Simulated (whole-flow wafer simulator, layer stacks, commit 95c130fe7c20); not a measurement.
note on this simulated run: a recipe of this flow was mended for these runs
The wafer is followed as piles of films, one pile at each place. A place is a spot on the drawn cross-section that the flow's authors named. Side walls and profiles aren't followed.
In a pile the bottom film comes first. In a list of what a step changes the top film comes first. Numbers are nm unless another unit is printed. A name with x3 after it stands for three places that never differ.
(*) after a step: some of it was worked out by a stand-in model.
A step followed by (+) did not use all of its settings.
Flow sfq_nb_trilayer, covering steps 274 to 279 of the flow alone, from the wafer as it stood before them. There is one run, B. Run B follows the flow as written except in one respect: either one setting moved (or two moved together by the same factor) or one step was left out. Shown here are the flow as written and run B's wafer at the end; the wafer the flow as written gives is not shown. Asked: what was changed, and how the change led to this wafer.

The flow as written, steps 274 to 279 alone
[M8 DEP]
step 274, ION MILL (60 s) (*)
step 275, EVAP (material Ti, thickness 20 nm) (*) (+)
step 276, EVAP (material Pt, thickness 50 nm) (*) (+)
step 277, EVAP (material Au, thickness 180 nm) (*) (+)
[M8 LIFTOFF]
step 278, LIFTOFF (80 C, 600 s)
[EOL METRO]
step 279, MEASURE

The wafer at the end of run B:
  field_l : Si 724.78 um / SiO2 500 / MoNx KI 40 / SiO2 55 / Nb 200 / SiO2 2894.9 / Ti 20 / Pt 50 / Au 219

What caused this: step 277, EVAP: thickness 219 nm was run, though the flow has thickness 180 nm.
One can read it off the wafer: field_l has Au 219, and step 277 as written asks for 180 nm.

The path from the change to this, step by step:
  step 277, EVAP (material Au, thickness 180 nm) (*) (+)
      field_l, v_sur x3, via_wl x2 and 100 more: Au gains 219 (new film) (it would be, as written: Au gains 180 (new film))
  step 278, LIFTOFF (80 C, 600 s)
      p4_fl x5, p4_w1 x9, p3_s0 x11 and 49 more: Au loses 219 (all of it), Pt loses 50 (all of it), Ti loses 20 (all of it), KrF-resist-other-grade loses 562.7 (all of it), lift-off-underlayer loses 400 (all of it) (it would be, as written: Au loses 180 (all of it), Pt loses 50 (all of it), Ti loses 20 (all of it), KrF-resist-other-grade loses 562.7 (all of it), lift-off-underlayer loses 400 (all of it))
      r_sur, res, r_end: Au loses 219 (all of it), Pt loses 50 (all of it), Ti loses 20 (all of it), KrF-resist-other-grade loses 559.9 (all of it), lift-off-underlayer loses 399.5 (all of it) (it would be, as written: Au loses 180 (all of it), Pt loses 50 (all of it), Ti loses 20 (all of it), KrF-resist-other-grade loses 559.9 (all of it), lift-off-underlayer loses 399.5 (all of it))
      (and at 18 other places as well)
